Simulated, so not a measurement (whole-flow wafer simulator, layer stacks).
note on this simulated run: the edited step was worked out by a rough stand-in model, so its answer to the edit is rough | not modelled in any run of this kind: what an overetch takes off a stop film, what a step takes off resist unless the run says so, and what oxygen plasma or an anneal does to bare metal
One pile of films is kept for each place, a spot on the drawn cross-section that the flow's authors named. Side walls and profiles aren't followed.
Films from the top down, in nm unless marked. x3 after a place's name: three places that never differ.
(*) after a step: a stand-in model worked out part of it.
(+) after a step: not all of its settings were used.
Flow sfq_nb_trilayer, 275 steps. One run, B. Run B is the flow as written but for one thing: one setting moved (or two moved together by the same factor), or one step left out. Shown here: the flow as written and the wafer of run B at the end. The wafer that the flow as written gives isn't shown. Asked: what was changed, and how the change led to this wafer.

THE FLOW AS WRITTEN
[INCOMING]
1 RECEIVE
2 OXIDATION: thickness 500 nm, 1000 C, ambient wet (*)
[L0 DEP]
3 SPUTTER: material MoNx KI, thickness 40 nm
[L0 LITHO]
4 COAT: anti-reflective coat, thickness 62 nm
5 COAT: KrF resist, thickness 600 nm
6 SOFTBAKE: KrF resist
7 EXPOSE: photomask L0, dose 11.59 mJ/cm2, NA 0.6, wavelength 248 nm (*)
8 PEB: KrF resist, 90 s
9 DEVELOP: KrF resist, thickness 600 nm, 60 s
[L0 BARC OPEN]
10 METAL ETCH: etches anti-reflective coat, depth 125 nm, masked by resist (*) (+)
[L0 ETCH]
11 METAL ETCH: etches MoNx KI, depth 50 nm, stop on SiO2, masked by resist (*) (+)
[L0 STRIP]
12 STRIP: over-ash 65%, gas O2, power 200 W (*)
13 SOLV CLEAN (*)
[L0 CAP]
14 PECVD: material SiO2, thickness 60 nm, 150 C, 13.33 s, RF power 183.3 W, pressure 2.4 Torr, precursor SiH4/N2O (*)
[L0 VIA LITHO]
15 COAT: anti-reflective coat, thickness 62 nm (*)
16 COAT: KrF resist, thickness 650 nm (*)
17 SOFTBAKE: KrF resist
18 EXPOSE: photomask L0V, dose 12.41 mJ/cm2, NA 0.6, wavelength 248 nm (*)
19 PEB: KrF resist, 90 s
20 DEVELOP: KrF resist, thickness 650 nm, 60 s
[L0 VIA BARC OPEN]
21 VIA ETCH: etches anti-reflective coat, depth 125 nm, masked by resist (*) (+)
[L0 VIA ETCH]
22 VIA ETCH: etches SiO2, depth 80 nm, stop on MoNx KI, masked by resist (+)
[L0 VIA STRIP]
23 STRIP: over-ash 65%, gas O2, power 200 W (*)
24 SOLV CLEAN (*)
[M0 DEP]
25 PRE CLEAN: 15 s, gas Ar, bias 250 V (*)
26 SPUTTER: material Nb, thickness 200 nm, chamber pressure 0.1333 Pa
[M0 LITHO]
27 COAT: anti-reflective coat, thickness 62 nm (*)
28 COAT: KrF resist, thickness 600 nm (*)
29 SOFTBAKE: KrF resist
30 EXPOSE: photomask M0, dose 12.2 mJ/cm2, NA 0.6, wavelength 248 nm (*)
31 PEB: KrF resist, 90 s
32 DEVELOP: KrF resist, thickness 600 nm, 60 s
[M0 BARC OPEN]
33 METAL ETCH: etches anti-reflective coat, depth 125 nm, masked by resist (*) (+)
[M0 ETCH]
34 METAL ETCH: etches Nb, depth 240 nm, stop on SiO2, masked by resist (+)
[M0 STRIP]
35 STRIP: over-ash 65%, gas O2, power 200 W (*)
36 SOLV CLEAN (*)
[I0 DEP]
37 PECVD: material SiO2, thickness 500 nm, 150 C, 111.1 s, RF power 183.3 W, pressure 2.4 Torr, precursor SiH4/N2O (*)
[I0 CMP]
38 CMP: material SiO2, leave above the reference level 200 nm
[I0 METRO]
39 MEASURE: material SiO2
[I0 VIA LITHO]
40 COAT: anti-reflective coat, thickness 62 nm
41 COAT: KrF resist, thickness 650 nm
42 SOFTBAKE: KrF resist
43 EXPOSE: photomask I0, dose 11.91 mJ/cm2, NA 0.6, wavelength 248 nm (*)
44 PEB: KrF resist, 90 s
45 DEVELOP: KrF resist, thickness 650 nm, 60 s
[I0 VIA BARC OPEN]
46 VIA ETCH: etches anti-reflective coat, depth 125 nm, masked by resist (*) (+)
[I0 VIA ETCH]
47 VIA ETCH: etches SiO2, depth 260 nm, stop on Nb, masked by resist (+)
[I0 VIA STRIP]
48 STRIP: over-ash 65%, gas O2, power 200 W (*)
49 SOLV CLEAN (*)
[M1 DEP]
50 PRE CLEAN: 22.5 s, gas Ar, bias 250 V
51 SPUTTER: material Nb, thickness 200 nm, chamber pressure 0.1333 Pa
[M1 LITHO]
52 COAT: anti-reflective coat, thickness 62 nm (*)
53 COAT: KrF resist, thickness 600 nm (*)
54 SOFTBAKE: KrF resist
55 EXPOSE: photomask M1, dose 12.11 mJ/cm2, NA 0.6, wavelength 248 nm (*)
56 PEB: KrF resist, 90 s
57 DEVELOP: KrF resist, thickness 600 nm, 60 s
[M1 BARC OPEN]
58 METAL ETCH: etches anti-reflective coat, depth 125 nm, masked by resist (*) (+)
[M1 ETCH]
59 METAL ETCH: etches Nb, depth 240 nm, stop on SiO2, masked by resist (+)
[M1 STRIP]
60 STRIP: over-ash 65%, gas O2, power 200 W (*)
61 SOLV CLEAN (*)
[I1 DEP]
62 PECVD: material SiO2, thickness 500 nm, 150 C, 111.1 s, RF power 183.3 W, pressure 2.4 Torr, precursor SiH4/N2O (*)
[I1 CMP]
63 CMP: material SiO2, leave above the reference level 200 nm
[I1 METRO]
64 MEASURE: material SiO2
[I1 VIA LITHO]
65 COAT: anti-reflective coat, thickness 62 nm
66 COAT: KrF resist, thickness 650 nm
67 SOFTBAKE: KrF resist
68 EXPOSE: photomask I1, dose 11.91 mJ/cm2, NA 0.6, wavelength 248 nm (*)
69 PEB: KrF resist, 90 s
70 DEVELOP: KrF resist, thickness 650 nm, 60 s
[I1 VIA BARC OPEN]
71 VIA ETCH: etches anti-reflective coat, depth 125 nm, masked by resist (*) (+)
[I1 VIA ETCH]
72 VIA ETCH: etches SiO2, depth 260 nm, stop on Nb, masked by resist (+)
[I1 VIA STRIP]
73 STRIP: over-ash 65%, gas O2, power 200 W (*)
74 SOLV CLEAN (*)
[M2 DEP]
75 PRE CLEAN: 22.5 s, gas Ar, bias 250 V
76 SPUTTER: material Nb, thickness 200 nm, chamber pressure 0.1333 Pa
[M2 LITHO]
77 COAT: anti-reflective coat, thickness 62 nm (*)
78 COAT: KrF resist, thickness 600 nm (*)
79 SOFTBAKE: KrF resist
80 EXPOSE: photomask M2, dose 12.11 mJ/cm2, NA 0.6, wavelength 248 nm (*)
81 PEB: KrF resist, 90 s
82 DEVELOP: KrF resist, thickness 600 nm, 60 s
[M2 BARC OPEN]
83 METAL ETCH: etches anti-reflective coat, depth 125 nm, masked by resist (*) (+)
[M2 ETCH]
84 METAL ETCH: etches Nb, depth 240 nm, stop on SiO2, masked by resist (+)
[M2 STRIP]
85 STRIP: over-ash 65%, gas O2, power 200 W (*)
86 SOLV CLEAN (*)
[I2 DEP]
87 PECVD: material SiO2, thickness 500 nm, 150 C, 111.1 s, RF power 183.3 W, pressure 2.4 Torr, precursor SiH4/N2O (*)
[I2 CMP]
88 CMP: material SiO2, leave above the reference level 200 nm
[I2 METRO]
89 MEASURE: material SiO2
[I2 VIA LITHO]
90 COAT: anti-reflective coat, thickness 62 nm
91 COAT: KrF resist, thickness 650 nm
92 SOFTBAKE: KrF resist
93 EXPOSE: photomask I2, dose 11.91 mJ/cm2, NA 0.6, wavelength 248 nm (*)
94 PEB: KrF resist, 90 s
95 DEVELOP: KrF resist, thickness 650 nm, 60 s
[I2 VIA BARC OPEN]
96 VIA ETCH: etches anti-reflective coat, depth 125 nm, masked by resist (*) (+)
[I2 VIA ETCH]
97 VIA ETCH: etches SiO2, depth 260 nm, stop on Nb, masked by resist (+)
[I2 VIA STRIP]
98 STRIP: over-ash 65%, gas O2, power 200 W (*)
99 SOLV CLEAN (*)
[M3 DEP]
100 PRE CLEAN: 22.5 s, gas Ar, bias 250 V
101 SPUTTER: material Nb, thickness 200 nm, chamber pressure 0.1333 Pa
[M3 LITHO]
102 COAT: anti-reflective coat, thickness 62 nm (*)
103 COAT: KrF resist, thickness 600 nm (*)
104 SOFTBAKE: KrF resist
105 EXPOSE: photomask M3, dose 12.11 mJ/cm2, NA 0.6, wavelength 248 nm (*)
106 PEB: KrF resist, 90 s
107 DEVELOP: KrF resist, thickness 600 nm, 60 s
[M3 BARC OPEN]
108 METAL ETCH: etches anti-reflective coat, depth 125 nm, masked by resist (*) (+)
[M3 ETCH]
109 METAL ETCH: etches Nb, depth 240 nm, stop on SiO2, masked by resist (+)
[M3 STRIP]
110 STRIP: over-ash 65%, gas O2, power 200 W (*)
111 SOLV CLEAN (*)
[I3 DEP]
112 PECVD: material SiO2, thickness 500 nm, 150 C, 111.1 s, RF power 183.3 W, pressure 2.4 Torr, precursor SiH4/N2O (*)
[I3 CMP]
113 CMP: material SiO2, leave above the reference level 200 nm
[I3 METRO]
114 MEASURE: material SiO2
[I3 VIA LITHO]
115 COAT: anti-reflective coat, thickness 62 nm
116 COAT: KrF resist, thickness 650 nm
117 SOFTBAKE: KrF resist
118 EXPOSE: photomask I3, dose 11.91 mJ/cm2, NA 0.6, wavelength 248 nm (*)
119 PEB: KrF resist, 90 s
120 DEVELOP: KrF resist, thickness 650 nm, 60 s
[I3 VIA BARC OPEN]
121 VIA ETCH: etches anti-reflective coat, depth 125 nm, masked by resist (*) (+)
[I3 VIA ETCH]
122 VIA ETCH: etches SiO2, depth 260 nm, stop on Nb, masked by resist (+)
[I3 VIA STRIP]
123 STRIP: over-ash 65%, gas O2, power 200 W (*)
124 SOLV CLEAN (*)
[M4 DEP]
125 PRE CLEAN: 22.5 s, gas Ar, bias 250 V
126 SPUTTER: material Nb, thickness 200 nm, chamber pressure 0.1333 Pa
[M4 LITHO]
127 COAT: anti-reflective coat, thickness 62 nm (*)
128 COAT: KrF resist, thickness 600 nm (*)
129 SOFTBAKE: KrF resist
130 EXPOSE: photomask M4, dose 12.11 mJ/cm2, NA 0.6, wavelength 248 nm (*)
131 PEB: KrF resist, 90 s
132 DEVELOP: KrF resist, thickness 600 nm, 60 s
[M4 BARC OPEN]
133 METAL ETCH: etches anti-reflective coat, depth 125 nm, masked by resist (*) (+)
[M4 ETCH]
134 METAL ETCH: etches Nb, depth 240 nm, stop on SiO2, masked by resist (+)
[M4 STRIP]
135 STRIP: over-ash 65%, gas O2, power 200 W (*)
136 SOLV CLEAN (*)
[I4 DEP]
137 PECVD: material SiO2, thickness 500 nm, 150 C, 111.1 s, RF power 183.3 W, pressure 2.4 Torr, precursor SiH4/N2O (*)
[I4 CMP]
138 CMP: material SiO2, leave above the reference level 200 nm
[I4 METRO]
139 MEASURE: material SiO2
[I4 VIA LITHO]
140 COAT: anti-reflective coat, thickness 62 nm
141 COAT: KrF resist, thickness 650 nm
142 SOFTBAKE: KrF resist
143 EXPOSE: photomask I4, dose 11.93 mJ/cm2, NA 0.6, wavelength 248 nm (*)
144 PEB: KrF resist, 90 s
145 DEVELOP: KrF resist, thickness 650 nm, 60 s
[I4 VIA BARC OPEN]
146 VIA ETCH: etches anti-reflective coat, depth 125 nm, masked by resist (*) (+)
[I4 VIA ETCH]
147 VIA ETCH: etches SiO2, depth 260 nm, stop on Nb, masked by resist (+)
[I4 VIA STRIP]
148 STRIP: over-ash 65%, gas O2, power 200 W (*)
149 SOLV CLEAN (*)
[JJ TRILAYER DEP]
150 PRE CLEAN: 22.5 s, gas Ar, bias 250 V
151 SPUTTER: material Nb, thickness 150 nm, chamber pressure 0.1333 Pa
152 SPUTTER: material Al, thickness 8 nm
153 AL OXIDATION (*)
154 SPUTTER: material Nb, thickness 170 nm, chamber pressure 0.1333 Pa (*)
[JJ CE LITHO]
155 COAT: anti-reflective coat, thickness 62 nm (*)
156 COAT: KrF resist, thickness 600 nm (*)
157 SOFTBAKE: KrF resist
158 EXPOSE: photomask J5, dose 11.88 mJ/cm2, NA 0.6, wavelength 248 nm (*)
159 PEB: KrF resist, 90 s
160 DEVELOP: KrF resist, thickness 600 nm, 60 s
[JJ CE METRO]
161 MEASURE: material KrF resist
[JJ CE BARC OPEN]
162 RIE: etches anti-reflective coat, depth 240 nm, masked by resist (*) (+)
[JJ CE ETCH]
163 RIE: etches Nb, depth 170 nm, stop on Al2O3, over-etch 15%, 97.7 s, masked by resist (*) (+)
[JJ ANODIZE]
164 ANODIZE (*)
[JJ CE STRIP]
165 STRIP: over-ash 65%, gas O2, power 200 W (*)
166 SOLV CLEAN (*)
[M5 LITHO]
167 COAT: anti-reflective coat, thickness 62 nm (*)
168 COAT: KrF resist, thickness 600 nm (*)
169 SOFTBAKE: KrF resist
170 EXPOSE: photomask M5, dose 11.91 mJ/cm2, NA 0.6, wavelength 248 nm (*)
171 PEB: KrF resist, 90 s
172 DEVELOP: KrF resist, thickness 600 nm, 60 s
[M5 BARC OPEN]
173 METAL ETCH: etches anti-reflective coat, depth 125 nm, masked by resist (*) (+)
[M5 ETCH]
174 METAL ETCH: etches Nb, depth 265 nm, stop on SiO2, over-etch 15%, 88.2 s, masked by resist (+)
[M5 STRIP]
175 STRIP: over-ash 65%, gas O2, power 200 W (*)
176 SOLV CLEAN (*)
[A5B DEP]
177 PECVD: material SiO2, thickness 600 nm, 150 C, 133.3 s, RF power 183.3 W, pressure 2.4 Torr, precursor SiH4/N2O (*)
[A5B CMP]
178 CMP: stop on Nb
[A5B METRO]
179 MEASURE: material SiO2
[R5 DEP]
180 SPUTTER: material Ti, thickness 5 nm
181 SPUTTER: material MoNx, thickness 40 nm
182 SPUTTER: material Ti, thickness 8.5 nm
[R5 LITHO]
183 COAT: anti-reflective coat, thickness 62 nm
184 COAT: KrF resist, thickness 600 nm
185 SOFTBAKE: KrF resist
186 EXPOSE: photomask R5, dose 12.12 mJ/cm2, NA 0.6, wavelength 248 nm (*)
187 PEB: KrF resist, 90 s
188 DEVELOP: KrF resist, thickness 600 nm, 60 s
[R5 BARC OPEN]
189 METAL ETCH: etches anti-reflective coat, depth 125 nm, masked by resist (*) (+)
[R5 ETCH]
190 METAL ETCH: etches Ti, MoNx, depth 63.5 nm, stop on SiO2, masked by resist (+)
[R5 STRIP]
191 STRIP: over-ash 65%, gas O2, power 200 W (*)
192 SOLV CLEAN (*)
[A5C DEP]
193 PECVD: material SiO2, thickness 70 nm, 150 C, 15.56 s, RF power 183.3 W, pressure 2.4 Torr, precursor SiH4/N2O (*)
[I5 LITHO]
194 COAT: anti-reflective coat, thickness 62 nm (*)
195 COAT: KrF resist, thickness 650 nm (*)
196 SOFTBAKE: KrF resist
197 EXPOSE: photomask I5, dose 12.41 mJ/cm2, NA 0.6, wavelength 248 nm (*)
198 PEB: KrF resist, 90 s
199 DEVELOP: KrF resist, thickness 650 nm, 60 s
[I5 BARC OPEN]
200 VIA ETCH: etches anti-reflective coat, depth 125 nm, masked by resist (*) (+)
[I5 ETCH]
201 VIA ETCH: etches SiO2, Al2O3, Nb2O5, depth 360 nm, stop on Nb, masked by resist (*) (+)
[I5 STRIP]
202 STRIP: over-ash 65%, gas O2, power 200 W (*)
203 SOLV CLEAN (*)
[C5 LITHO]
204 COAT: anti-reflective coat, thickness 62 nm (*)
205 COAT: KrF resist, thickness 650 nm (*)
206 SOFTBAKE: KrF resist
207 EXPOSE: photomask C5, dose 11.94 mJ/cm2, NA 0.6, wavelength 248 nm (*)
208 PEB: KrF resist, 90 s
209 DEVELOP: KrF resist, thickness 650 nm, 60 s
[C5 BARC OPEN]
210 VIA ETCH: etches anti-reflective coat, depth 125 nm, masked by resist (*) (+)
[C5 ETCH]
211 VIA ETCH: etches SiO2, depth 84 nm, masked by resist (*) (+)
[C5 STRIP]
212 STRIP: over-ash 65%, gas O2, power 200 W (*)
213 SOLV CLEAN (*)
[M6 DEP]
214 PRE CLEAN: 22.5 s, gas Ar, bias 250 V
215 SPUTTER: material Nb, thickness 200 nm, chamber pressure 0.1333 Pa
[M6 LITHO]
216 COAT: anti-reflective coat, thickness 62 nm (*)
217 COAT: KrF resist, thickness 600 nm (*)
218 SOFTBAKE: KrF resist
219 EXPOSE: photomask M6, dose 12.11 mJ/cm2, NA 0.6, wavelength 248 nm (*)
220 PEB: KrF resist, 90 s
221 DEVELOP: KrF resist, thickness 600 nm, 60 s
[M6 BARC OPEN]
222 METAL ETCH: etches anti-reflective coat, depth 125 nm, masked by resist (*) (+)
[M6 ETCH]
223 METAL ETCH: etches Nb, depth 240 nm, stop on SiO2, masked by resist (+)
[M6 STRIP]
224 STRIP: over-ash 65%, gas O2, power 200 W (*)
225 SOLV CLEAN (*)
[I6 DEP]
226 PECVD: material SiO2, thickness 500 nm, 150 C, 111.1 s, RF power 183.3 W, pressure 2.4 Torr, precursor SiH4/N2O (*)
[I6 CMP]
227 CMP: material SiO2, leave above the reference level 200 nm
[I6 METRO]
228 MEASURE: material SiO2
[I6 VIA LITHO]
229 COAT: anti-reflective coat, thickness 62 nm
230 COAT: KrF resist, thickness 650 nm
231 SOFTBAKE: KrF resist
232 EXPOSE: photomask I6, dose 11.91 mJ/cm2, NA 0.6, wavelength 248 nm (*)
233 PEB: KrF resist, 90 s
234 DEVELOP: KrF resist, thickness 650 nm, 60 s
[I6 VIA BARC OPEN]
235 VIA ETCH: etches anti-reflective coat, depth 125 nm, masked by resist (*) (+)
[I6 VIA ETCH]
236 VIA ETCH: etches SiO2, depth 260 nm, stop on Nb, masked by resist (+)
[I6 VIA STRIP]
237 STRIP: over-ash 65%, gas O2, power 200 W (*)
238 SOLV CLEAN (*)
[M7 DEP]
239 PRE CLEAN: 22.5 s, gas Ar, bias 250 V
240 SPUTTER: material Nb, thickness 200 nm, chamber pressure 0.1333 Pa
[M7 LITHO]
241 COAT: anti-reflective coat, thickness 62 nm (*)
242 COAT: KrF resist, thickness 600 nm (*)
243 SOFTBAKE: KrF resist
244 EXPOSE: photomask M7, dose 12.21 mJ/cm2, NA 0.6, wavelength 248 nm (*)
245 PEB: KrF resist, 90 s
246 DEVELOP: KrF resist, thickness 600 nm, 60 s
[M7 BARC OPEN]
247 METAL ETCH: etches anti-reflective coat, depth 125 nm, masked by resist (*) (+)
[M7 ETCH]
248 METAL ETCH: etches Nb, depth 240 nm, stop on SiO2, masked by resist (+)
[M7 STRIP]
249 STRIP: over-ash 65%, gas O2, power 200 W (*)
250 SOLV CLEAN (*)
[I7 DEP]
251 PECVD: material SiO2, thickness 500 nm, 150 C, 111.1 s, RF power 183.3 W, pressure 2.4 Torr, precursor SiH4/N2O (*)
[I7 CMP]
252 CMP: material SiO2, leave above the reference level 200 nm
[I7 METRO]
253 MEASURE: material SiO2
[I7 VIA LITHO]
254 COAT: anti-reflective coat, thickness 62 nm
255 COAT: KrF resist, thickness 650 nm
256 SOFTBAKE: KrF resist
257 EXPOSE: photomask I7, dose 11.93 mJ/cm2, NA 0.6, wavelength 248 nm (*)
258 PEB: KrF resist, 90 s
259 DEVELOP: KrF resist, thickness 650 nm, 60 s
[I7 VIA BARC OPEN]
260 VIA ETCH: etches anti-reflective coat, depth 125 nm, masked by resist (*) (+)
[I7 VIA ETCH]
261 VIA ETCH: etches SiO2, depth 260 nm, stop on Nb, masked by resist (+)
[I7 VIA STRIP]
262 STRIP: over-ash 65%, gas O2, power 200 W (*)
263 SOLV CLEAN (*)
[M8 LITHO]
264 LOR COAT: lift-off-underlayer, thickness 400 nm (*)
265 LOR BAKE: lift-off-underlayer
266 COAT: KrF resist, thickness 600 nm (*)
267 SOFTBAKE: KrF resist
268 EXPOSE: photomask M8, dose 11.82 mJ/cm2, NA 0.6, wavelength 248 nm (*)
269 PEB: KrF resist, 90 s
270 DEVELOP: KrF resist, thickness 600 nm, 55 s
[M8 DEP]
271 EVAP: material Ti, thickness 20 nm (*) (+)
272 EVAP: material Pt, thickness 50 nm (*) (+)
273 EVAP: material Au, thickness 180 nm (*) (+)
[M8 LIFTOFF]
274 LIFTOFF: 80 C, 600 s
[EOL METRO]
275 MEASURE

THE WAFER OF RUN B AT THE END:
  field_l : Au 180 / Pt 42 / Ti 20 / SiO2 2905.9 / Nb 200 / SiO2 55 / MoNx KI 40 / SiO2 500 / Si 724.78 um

The cause: step 272, EVAP: thickness 42 nm was run, where the flow has thickness 50 nm.
It can be read off the wafer: field_l has Pt 42, and step 272 as written asks for 50 nm.

How the change led to this, step by step:
  272 EVAP: material Pt, thickness 50 nm (*) (+)
      field_l, v_sur, via_wl and 103 more: Pt +42 (new film) (as written it would be: Pt +50 (new film))
  274 LIFTOFF: 80 C, 600 s
      p4_fl, p4_fm, p4_w1 and 71 more: Au -180 (all of it), Pt -42 (all of it), Ti -20 (all of it), KrF resist -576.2 (all of it), lift-off-underlayer -400 (all of it) (as written it would be: Au -180 (all of it), Pt -50 (all of it), Ti -20 (all of it), KrF resist -576.2 (all of it), lift-off-underlayer -400 (all of it))
      c5j, ce_r: Au -180 (all of it), Pt -42 (all of it), Ti -20 (all of it), KrF resist -573.3 (all of it), lift-off-underlayer -399.3 (all of it) (as written it would be: Au -180 (all of it), Pt -50 (all of it), Ti -20 (all of it), KrF resist -573.3 (all of it), lift-off-underlayer -399.3 (all of it))
      (and at 19 more places)
